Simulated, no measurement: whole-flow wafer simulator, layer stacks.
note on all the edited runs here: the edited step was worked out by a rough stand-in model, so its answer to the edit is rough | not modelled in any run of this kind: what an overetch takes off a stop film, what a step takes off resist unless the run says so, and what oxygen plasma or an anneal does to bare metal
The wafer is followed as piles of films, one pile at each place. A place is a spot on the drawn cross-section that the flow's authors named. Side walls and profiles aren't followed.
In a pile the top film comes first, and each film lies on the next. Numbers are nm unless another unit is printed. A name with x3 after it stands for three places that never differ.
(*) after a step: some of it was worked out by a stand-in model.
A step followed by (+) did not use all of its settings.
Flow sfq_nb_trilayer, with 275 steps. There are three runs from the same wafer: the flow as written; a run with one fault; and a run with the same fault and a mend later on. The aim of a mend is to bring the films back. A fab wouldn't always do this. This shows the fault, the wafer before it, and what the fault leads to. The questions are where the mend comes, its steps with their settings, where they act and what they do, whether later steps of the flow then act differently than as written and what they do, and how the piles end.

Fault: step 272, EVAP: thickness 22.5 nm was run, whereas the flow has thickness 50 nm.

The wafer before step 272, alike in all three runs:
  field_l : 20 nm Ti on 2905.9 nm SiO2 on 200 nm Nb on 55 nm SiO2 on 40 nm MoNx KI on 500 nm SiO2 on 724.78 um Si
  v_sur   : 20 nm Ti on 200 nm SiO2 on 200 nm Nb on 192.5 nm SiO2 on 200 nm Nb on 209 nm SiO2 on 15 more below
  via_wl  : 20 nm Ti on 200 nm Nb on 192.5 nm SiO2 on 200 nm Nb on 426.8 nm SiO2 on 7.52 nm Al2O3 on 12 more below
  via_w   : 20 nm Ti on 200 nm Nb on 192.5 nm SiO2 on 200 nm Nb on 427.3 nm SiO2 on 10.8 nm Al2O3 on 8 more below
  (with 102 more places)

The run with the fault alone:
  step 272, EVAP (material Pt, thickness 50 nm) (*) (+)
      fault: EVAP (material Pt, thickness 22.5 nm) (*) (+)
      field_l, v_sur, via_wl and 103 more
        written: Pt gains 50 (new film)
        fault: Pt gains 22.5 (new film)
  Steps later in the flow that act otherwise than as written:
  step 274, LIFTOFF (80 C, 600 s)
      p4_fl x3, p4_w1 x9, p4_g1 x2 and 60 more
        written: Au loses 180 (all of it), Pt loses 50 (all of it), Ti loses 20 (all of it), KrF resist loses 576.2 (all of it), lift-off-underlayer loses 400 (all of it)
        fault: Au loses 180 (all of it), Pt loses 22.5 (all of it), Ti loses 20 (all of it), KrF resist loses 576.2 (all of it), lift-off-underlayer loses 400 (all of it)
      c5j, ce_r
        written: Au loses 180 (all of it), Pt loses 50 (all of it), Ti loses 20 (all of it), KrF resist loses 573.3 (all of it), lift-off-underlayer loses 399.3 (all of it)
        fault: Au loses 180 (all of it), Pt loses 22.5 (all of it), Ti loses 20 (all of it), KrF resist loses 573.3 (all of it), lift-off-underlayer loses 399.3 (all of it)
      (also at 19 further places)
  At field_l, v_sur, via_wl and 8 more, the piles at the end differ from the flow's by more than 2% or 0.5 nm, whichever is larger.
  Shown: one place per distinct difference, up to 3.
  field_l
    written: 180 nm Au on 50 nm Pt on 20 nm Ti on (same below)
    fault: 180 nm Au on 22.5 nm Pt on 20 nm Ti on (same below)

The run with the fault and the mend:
  After step 272 comes the mend.
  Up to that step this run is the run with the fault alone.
  step 272a, EVAP (material Pt, thickness 27.5 nm) (*) (+) (the flow's step 272, run once more with other settings)
      field_l, v_sur, via_wl and 103 more
        Pt gains 27.5
  Every later step of the flow that is run acts as written at every place that is followed.
  At every place that both follow, the piles at the end match the flow's.
